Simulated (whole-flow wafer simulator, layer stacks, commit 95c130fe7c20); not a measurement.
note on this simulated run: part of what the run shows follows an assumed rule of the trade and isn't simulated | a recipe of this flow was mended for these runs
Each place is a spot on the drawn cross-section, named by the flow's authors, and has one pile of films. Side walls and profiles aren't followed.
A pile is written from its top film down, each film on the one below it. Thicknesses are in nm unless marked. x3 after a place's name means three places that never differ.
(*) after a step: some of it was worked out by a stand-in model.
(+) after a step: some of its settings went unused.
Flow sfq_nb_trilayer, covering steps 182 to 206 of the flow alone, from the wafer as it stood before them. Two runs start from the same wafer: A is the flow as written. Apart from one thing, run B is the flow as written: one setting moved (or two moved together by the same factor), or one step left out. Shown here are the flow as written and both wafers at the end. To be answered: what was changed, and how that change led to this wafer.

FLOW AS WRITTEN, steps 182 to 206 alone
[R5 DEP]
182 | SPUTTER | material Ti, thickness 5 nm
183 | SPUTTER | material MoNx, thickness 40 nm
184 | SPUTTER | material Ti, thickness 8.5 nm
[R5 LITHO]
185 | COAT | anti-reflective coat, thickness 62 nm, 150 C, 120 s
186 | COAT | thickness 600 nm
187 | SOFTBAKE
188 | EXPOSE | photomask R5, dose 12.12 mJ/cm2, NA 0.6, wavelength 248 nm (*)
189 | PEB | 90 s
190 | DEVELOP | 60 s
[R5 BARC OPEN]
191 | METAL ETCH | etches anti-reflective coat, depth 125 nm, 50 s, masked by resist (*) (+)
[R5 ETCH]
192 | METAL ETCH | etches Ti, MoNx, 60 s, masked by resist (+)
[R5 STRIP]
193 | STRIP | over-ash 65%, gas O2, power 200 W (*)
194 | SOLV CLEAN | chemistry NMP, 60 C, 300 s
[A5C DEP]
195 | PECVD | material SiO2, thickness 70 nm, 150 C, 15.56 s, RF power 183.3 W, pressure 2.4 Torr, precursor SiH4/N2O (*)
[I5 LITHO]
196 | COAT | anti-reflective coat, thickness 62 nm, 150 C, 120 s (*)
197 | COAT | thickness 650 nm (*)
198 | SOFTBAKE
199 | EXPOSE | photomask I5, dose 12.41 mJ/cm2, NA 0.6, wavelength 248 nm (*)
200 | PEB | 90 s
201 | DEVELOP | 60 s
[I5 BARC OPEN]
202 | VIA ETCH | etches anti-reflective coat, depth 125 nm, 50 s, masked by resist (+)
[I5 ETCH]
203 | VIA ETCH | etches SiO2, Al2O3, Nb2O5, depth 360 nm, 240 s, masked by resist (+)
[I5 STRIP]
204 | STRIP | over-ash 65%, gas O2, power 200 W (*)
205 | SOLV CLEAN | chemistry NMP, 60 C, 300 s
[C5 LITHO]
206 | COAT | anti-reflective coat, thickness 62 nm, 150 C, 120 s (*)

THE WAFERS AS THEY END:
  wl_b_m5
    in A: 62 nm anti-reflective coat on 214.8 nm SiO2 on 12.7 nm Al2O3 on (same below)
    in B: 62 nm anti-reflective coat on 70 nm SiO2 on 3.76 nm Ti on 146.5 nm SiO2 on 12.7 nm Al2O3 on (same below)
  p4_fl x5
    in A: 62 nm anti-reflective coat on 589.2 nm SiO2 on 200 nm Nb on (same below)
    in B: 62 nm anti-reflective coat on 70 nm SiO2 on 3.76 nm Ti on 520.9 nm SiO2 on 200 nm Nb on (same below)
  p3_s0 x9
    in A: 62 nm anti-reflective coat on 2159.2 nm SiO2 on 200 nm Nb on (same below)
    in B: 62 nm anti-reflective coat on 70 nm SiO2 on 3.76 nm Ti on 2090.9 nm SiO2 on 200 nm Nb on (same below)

What caused this: step 192, METAL ETCH: 47 s was run, while the flow as written has 60 s.

Step by step, how the change led to this:
  192 | METAL ETCH | etches Ti, MoNx, 60 s, masked by resist (+)
      field_l, v_sur, via_wl and 92 more: A Ti loses 8.5 (all of it), MoNx loses 40 (all of it), Ti loses 5 (all of it), SiO2 loses 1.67 | B Ti loses 8.5 (all of it), MoNx loses 40 (all of it), Ti loses 1.24
      ce_l, c5j, ce_r, wl_jj: A Ti loses 8.5 (all of it), MoNx loses 40 (all of it), Ti loses 5 (all of it), Nb loses 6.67 | B Ti loses 8.5 (all of it), MoNx loses 40 (all of it), Ti loses 1.24
      (also at 7 further places)
  195 | PECVD | material SiO2, thickness 70 nm, 150 C, 15.56 s, RF power 183.3 W, pressure 2.4 Torr, precursor SiH4/N2O (*)
      field_l, v_sur, via_wl and 92 more: A SiO2 gains 70 | B SiO2 gains 70 (new film)
  196 | COAT | anti-reflective coat, thickness 62 nm, 150 C, 120 s (*)
      wl_j_sl, wl_j_sr: A anti-reflective coat gains 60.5 (new film) | B anti-reflective coat gains 62 (new film)
      r5r_spacepad_l, r5r_spacepad_r: A anti-reflective coat gains 89.1 (new film) | B anti-reflective coat gains 86.3 (new film)
      (also at 11 further places)
  203 | VIA ETCH | etches SiO2, Al2O3, Nb2O5, depth 360 nm, 240 s, masked by resist (+)
      be: A SiO2 loses 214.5 (all of it), Al2O3 loses 12.7 (all of it), Nb2O5 loses 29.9 (all of it), Nb loses 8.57 | B SiO2 loses 69.7 (all of it), Ti loses 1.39
  204 | STRIP | over-ash 65%, gas O2, power 200 W (*)
      wl_j_sl, wl_j_sr: A KrF-resist-other-grade loses 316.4 (all of it), anti-reflective coat loses 60.5 (all of it) | B KrF-resist-other-grade loses 315.7 (all of it), anti-reflective coat loses 62 (all of it)
      r5r_spacepad_l, r5r_spacepad_r: A KrF-resist-other-grade loses 316.1 (all of it), anti-reflective coat loses 89.1 (all of it) | B KrF-resist-other-grade loses 316 (all of it), anti-reflective coat loses 86.3 (all of it)
      (also at 11 further places)
  206 | COAT | anti-reflective coat, thickness 62 nm, 150 C, 120 s (*)
      wl_j_sl, wl_j_sr: A anti-reflective coat gains 60.5 (new film) | B anti-reflective coat gains 62 (new film)
      r5r_spacepad_l, r5r_spacepad_r: A anti-reflective coat gains 89.1 (new film) | B anti-reflective coat gains 86.3 (new film)
      (also at 17 further places)
If metal films that touch count as one body, wl_b_m5 has 7 bodies (between them, from the top down: SiO2 146.5 / Al2O3 12.7 / Nb2O5 29.9; SiO2 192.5; SiO2 192.5; SiO2 192.5; SiO2 192.5; SiO2 192.5); the flow as written gives 6 bodies (between them, from the top down: SiO2 192.5; SiO2 192.5; SiO2 192.5; SiO2 192.5; SiO2 192.5).
If metal films that touch count as one body, p4_fl x5 has 3 bodies (between them, from the top down: SiO2 520.9; SiO2 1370); the flow as written gives 2 bodies (between them, from the top down: SiO2 1370).
If metal films that touch count as one body, p3_s0 x9 has 2 bodies (between them, from the top down: SiO2 2090.9); the flow as written gives 1 body.
